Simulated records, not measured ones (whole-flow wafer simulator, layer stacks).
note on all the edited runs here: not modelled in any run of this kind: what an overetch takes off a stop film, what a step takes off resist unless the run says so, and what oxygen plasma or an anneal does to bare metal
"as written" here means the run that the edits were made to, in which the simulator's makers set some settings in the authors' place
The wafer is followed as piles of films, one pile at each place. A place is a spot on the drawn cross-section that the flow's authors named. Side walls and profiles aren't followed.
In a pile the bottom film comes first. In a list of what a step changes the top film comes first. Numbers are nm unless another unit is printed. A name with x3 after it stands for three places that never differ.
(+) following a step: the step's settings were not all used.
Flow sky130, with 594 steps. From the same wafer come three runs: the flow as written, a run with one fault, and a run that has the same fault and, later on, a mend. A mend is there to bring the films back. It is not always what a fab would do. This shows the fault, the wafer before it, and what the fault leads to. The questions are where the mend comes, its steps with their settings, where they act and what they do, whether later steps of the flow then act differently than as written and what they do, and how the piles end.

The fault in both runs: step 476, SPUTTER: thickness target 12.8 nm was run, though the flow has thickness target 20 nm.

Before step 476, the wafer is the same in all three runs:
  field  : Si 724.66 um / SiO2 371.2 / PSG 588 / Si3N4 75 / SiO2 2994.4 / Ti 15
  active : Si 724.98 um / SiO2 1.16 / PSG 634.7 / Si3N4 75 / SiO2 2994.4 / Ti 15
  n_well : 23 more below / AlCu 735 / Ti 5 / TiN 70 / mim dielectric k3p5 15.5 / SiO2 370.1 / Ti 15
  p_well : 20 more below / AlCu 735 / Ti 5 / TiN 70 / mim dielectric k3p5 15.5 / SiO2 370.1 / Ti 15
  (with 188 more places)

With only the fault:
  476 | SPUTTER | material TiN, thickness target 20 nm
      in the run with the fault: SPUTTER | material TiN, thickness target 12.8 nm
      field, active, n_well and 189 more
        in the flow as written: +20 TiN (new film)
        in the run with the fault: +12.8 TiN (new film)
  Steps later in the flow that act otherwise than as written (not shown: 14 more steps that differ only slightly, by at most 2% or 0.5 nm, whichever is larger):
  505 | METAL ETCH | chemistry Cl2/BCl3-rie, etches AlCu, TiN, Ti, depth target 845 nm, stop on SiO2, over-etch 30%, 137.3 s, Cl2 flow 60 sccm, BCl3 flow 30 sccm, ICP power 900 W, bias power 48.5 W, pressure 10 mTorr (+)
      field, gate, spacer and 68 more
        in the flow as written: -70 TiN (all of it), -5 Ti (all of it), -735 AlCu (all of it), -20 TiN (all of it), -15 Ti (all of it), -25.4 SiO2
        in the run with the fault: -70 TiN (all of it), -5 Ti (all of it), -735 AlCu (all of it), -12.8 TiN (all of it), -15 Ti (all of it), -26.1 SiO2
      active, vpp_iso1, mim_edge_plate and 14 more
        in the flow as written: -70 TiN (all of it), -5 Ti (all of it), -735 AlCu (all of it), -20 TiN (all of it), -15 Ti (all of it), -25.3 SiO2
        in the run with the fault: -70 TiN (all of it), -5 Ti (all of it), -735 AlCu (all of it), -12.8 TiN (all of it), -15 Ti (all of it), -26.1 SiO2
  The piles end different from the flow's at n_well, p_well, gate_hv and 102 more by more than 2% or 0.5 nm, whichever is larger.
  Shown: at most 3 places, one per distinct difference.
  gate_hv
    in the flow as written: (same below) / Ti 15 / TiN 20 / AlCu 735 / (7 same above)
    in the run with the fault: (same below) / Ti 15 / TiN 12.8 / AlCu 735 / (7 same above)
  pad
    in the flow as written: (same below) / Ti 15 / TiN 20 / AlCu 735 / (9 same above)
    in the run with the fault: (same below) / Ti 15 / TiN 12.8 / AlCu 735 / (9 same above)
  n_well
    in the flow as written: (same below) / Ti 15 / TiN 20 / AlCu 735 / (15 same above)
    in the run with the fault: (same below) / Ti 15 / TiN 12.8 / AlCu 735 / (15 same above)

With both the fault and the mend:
  After step 476 comes the mend.
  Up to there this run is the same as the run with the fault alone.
  476a | SPUTTER | material TiN, thickness target 7.2 nm (a further turn of the flow's step 476, with different settings)
      field, active, n_well and 189 more
        +7.2 TiN
  Later steps of the flow that are run all act as written at every place that is followed.
  The piles end the same as the flow's at every place that both follow.
